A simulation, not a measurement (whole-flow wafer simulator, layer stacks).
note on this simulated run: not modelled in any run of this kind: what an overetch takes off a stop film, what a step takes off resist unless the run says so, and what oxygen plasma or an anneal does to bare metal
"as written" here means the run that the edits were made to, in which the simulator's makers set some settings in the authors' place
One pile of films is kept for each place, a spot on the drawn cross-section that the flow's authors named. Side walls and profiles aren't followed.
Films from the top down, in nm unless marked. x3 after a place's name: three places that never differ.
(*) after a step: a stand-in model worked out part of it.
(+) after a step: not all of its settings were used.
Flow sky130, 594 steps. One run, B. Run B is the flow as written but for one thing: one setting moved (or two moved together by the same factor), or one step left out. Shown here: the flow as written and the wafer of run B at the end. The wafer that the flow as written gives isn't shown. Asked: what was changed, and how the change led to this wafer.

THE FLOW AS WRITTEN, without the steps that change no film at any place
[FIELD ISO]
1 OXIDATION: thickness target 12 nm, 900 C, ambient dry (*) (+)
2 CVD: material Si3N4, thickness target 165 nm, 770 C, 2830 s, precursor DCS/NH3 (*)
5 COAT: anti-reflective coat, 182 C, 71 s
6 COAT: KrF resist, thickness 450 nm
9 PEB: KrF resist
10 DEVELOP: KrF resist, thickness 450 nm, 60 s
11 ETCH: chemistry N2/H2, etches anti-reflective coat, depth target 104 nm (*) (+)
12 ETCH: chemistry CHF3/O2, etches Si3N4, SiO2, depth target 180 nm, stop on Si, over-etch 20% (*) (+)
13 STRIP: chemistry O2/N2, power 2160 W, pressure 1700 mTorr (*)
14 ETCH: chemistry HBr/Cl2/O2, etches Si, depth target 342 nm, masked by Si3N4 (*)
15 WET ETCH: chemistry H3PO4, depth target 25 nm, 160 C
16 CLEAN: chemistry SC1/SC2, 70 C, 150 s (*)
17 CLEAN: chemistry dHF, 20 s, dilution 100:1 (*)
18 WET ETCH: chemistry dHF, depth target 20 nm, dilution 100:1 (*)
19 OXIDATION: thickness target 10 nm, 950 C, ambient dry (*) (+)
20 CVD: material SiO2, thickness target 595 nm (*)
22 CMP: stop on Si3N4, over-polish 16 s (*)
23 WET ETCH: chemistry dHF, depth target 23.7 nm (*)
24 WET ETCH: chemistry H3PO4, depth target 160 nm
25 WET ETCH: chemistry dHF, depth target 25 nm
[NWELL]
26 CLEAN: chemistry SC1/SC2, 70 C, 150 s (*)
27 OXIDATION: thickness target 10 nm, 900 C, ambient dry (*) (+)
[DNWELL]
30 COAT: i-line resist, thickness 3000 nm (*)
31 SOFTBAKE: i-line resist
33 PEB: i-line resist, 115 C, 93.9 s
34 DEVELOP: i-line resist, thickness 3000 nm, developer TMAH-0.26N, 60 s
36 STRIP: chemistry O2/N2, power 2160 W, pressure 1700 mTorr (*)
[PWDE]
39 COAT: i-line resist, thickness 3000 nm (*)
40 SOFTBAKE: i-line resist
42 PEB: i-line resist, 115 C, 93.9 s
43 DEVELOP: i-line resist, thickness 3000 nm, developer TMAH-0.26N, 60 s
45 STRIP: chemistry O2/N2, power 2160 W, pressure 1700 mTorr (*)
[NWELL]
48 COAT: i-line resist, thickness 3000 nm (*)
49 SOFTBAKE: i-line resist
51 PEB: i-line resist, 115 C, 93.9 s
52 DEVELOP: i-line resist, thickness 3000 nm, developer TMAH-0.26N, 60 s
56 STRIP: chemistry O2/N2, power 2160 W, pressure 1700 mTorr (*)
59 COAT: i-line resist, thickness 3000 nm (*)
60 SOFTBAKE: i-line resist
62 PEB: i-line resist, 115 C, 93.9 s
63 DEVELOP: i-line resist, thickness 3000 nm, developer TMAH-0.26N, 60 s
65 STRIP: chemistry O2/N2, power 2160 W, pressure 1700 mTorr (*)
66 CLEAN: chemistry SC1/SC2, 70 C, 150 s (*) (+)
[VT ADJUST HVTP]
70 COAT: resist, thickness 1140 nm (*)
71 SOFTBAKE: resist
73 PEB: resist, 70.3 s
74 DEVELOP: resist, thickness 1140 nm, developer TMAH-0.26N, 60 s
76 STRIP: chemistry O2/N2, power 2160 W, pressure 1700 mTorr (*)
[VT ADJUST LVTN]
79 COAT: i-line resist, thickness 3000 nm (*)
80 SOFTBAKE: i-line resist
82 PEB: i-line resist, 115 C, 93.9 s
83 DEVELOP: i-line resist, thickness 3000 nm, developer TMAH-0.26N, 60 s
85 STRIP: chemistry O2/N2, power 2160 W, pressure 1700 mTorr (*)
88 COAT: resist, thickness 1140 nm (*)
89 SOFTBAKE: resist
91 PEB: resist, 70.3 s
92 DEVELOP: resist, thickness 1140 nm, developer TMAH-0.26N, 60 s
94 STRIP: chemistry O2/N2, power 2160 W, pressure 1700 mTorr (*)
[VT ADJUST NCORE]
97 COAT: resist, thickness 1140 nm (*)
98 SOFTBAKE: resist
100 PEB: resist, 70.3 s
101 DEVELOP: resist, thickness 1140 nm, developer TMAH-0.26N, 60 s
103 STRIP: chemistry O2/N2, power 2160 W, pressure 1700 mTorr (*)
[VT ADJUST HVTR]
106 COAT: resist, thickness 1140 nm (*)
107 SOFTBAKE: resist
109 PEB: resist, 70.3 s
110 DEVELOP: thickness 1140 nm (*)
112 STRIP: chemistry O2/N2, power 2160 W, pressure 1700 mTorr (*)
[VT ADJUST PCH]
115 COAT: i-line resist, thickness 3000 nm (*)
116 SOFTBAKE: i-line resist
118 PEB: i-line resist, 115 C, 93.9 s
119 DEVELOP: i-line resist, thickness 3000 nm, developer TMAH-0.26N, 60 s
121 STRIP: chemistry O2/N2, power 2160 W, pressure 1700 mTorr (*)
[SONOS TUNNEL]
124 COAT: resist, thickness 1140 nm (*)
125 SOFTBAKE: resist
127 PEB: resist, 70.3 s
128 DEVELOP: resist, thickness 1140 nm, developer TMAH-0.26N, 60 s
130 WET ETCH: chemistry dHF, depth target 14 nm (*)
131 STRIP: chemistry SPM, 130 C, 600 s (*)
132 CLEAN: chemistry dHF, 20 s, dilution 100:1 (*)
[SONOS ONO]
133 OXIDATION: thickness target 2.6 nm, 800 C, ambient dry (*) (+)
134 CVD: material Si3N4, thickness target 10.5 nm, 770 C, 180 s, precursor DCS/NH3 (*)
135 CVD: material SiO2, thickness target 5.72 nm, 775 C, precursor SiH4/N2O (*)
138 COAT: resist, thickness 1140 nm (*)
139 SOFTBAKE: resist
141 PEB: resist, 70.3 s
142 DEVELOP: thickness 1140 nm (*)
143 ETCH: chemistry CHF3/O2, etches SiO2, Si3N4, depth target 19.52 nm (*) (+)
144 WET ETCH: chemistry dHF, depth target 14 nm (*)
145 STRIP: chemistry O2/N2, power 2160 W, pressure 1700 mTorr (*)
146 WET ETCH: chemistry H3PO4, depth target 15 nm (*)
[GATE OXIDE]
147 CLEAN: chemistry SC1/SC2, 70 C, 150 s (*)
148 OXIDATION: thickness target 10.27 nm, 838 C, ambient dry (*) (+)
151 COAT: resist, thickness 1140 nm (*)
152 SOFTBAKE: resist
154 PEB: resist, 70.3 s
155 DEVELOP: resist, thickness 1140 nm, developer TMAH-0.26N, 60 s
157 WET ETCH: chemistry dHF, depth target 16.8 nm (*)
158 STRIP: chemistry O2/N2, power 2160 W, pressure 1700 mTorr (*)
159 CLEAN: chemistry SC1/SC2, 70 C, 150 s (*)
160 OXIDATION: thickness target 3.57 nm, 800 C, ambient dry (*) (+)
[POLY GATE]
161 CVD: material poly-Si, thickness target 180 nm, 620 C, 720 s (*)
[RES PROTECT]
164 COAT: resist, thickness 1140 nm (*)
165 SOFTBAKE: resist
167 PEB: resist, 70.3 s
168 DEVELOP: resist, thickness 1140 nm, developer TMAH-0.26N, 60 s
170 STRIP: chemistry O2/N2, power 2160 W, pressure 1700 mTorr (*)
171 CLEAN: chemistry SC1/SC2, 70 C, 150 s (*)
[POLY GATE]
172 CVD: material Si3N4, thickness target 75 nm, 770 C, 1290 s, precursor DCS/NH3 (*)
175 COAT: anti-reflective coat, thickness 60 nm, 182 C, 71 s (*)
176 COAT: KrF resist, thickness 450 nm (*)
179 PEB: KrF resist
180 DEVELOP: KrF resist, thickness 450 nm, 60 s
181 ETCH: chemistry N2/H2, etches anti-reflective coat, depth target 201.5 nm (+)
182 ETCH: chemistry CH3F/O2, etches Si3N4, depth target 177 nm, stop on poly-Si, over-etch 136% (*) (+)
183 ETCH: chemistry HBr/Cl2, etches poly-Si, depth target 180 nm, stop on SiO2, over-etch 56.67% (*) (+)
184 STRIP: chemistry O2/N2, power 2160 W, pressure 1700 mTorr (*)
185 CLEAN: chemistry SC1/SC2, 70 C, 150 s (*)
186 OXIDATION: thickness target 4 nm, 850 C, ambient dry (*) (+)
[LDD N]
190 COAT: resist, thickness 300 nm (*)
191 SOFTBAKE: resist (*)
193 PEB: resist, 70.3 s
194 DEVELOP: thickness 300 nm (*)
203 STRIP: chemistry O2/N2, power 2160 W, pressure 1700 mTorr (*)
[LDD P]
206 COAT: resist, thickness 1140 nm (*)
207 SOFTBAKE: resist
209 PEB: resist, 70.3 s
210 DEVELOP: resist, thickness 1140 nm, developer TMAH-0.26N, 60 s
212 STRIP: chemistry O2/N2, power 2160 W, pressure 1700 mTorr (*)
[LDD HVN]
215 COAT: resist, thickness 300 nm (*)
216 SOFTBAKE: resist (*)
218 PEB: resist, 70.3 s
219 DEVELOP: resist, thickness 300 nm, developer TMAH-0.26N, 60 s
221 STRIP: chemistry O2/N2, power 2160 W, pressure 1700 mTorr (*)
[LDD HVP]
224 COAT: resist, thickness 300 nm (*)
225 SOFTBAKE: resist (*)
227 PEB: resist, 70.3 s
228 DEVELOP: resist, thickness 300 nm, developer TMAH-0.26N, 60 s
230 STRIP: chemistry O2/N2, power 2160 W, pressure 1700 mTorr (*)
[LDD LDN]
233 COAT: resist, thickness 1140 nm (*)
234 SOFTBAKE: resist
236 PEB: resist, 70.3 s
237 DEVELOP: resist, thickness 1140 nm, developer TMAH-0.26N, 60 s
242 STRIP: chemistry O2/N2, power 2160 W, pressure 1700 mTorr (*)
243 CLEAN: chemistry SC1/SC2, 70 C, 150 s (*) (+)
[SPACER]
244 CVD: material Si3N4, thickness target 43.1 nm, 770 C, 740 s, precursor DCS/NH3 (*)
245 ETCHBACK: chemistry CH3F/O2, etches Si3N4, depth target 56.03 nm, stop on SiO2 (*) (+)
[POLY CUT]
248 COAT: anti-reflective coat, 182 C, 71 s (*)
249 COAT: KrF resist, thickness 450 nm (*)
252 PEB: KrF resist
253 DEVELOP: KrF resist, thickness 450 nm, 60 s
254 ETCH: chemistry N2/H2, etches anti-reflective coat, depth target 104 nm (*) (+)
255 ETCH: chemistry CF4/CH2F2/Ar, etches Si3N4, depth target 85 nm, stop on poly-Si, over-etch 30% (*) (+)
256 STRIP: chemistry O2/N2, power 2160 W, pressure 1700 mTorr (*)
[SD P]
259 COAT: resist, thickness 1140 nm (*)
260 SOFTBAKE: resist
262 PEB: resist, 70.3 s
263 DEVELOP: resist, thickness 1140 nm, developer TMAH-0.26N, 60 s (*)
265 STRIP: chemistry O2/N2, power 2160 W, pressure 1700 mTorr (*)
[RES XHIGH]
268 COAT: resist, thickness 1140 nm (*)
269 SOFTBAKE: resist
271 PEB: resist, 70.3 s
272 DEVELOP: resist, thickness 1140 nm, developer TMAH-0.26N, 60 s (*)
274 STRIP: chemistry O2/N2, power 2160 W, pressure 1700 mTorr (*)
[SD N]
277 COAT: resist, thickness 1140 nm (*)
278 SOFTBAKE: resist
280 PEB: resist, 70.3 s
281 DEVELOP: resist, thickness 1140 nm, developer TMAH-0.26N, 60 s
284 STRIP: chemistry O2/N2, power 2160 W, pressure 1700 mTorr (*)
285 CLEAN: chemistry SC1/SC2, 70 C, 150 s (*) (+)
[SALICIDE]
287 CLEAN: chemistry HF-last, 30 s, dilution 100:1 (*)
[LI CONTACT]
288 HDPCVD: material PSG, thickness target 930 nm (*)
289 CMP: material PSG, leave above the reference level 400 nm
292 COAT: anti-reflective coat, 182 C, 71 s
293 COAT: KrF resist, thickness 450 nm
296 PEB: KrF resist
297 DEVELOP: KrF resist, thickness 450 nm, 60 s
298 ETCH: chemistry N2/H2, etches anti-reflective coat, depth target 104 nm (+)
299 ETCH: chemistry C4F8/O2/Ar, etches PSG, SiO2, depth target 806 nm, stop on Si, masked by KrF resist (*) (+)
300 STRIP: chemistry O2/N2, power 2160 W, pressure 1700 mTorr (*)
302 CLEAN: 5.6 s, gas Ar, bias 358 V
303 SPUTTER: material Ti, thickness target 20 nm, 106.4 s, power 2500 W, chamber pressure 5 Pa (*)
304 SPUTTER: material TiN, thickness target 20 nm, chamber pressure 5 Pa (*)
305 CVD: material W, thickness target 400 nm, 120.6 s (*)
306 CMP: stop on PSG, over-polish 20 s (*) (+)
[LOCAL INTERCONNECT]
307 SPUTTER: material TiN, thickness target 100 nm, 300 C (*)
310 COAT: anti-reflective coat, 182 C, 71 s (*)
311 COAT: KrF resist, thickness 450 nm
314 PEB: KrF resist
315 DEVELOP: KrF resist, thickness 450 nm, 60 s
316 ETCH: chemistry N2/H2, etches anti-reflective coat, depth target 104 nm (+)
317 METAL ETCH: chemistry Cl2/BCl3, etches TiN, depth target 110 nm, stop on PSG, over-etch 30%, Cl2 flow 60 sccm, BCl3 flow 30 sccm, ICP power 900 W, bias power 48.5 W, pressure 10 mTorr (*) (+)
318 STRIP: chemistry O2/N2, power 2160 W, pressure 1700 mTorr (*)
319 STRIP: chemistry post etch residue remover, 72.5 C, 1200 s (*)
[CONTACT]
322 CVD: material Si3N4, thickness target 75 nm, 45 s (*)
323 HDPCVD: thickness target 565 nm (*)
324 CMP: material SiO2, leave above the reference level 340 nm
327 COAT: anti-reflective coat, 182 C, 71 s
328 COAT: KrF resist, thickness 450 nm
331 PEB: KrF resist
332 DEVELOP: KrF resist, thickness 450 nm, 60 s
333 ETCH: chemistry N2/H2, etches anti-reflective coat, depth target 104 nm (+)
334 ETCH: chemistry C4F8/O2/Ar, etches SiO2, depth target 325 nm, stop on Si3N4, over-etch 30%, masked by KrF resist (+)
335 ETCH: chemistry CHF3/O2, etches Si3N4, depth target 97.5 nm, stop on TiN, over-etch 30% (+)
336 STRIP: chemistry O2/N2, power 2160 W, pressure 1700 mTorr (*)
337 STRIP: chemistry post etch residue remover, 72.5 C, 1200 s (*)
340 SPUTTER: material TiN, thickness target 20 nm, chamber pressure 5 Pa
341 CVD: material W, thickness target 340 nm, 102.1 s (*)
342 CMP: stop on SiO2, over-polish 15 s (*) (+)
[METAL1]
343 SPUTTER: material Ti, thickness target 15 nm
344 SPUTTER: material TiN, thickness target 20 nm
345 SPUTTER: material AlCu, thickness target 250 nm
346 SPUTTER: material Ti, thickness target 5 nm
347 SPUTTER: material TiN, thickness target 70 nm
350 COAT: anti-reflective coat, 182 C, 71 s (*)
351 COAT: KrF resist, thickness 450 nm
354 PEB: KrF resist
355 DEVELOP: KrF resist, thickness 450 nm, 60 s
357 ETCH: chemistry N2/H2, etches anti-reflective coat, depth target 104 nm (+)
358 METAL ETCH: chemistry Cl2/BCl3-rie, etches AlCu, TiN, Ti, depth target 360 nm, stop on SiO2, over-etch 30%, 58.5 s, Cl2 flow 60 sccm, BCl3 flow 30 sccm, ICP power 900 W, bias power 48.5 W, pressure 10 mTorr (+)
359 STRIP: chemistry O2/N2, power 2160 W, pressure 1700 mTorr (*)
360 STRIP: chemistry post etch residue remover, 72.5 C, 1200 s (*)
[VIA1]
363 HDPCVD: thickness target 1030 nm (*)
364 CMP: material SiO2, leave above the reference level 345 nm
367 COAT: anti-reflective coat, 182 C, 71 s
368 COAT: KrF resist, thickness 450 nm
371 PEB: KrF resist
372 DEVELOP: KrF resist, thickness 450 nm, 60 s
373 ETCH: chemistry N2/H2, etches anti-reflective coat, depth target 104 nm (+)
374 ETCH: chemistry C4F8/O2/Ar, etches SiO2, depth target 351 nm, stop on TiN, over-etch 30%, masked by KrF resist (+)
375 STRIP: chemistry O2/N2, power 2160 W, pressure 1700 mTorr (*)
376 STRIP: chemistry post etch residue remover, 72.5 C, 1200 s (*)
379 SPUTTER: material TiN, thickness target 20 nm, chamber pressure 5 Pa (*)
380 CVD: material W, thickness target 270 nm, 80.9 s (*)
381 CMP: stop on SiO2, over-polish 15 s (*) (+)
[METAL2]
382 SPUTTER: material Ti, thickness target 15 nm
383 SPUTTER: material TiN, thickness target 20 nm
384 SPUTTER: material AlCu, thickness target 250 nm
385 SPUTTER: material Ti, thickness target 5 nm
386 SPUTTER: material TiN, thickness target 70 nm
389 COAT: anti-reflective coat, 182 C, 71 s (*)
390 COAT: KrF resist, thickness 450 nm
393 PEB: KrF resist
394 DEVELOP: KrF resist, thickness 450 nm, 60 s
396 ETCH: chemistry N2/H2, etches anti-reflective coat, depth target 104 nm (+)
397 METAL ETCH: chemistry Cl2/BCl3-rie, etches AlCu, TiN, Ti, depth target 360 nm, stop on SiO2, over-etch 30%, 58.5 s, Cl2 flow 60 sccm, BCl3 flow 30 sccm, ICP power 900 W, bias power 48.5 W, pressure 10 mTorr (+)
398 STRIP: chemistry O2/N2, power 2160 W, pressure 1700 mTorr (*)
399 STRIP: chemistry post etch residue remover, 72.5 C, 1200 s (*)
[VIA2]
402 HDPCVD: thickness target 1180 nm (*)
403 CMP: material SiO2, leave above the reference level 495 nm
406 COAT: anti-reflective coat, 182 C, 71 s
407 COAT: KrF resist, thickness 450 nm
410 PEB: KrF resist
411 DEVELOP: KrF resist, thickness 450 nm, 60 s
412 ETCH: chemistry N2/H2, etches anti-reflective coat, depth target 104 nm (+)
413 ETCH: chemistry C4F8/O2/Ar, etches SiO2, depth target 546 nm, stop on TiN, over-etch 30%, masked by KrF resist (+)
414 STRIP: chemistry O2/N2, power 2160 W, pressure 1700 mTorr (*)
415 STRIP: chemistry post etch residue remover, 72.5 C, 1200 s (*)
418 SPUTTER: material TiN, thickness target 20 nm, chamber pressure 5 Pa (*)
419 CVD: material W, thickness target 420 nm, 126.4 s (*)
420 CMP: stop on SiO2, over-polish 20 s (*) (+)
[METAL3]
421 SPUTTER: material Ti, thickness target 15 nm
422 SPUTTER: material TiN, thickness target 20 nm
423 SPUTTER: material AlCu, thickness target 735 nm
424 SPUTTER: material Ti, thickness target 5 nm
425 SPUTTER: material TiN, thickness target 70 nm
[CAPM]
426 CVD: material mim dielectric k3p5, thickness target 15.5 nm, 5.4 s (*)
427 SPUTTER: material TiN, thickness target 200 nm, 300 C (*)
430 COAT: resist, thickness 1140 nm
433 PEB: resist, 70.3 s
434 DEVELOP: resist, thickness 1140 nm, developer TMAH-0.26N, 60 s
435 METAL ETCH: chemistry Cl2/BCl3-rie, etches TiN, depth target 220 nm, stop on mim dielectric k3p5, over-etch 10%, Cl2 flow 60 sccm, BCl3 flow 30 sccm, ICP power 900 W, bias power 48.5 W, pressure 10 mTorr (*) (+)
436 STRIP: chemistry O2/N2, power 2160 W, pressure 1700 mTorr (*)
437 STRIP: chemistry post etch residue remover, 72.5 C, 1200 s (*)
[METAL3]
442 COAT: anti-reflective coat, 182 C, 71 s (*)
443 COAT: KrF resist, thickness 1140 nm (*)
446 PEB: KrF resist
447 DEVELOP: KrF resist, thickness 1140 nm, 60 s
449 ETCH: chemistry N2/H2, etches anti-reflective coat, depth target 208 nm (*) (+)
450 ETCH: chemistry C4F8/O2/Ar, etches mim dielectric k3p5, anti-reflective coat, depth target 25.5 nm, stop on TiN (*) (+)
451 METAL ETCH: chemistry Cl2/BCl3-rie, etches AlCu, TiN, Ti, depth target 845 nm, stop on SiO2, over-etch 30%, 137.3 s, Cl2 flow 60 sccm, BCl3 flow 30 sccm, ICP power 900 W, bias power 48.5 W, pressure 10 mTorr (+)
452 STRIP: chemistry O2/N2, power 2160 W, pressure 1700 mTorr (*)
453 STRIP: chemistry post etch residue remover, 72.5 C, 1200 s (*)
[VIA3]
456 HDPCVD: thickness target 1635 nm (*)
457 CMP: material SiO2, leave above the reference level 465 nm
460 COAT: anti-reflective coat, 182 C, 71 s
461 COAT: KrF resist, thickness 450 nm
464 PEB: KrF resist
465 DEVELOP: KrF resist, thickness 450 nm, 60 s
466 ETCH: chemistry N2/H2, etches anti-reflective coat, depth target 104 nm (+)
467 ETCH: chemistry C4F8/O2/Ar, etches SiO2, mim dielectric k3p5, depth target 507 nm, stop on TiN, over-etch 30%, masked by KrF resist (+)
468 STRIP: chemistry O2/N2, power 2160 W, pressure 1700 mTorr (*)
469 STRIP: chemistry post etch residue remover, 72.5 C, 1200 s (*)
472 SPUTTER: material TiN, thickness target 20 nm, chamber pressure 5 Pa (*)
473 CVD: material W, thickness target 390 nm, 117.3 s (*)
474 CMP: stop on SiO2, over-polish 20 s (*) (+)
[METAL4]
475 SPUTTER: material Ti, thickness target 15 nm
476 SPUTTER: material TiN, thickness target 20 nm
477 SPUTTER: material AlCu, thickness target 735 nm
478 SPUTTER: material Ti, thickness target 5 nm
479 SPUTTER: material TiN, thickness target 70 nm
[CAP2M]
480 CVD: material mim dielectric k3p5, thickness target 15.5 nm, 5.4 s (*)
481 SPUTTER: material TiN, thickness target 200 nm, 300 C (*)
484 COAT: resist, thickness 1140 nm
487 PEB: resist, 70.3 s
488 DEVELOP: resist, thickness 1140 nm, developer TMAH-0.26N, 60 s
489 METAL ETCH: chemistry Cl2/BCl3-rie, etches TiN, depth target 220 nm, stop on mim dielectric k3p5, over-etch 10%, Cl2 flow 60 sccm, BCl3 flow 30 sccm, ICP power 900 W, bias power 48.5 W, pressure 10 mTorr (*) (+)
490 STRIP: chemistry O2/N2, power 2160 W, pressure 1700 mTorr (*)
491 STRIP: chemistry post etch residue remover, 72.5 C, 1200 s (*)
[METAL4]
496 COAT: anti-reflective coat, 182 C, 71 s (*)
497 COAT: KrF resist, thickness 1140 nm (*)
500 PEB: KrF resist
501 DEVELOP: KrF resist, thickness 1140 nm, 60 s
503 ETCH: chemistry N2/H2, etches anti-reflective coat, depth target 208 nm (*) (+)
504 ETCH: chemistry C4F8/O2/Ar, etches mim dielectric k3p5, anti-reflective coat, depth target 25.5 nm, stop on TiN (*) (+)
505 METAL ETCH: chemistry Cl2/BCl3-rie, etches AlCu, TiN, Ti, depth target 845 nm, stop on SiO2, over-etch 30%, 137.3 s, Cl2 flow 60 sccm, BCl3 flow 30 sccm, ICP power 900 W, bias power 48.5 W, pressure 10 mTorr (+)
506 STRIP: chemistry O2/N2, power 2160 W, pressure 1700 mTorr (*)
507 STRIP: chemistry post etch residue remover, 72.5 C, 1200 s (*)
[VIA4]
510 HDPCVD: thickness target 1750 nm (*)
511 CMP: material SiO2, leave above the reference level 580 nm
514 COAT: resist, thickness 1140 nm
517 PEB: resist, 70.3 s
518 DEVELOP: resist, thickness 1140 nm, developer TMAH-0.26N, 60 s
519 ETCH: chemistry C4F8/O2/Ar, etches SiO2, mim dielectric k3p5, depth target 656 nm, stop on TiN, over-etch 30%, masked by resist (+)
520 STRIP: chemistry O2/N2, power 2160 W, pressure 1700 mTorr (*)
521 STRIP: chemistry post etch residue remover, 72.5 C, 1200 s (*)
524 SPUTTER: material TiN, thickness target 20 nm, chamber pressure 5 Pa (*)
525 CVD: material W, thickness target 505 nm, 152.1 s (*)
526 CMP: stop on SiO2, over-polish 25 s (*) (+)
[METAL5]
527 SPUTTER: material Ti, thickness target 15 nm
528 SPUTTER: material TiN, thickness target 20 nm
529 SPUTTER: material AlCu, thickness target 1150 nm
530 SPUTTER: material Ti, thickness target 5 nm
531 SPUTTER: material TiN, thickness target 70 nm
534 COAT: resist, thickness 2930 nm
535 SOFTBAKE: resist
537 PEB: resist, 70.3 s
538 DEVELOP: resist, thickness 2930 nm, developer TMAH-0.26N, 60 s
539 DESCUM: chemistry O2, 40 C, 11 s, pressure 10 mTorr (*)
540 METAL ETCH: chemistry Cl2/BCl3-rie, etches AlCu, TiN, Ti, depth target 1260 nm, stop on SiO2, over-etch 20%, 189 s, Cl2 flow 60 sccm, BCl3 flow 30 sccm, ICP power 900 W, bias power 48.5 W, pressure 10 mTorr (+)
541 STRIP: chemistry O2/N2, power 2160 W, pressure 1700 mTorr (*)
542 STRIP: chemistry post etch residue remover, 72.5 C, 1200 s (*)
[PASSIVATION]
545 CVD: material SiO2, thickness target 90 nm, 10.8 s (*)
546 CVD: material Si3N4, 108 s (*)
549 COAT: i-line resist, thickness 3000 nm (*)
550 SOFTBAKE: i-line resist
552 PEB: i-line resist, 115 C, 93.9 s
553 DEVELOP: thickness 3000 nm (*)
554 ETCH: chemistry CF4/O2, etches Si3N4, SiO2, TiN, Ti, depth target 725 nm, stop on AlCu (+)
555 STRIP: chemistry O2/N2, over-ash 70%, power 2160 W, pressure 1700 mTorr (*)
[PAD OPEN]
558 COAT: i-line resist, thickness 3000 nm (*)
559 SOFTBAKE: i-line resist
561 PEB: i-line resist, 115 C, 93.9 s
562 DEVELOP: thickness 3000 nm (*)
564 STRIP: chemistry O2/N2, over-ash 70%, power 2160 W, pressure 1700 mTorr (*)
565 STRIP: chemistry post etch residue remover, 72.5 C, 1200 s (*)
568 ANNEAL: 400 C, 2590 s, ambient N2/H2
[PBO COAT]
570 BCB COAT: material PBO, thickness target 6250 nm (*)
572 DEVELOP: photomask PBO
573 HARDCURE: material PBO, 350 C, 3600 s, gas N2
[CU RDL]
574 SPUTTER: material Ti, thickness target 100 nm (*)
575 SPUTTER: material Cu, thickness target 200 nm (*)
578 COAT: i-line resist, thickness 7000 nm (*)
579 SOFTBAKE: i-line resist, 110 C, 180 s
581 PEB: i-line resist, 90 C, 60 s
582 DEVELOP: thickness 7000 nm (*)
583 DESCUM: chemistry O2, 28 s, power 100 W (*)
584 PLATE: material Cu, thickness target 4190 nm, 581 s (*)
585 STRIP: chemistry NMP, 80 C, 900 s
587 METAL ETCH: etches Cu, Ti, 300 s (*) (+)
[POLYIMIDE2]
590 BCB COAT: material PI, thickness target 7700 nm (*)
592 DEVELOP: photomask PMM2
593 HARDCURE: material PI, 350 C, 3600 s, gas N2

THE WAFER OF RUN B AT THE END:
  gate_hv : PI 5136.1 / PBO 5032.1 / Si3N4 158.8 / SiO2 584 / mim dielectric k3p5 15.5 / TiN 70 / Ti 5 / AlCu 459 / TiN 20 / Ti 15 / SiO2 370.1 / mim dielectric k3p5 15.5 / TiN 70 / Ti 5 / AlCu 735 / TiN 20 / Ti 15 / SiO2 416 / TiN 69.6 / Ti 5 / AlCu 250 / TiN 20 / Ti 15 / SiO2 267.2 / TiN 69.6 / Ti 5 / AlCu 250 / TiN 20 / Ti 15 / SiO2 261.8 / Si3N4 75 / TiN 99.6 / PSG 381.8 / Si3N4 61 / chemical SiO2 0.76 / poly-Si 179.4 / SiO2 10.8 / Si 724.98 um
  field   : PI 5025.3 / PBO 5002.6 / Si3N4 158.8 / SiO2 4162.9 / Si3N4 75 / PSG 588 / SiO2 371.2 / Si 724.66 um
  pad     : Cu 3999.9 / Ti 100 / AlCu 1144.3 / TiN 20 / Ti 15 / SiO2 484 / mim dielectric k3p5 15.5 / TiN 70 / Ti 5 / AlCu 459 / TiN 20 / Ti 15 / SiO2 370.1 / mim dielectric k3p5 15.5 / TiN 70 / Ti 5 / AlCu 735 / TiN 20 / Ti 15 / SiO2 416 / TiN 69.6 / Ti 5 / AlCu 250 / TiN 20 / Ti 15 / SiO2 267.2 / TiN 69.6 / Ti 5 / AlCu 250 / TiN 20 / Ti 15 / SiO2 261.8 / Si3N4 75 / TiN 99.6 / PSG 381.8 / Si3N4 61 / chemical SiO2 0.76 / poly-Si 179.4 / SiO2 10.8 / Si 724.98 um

The cause: step 477, SPUTTER: thickness target 459 nm was run, where the flow has thickness target 735 nm.
It can be read off the wafer: gate_hv has AlCu 459, and step 477 as written asks for 735 nm.

How the change led to this, step by step:
  477 SPUTTER: material AlCu, thickness target 735 nm
      field, active, n_well and 189 more: AlCu +459 (new film) (as written it would be: AlCu +735 (new film))
  505 METAL ETCH: chemistry Cl2/BCl3-rie, etches AlCu, TiN, Ti, depth target 845 nm, stop on SiO2, over-etch 30%, 137.3 s, Cl2 flow 60 sccm, BCl3 flow 30 sccm, ICP power 900 W, bias power 48.5 W, pressure 10 mTorr (+)
      field, gate, spacer and 61 more: TiN -70 (all of it), Ti -5 (all of it), AlCu -459 (all of it), TiN -20 (all of it), Ti -15 (all of it), SiO2 -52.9 (as written it would be: TiN -70 (all of it), Ti -5 (all of it), AlCu -735 (all of it), TiN -20 (all of it), Ti -15 (all of it), SiO2 -25.4)
      vpp_iso1, m1_ln, poly_licon and 8 more: TiN -70 (all of it), Ti -5 (all of it), AlCu -459 (all of it), TiN -20 (all of it), Ti -15 (all of it), SiO2 -52.9 (as written it would be: TiN -70 (all of it), Ti -5 (all of it), AlCu -735 (all of it), TiN -20 (all of it), Ti -15 (all of it), SiO2 -25.3)
      (and at 13 more places)
  511 CMP: material SiO2, leave above the reference level 580 nm
      field, active, gate and 67 more: SiO2 -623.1 (as written it would be: SiO2 -374.7)
      vpp_ln, vpp_iso2, mim_edge_plate and 7 more: SiO2 -623 (as written it would be: SiO2 -374.7)
      (and at 8 more places)
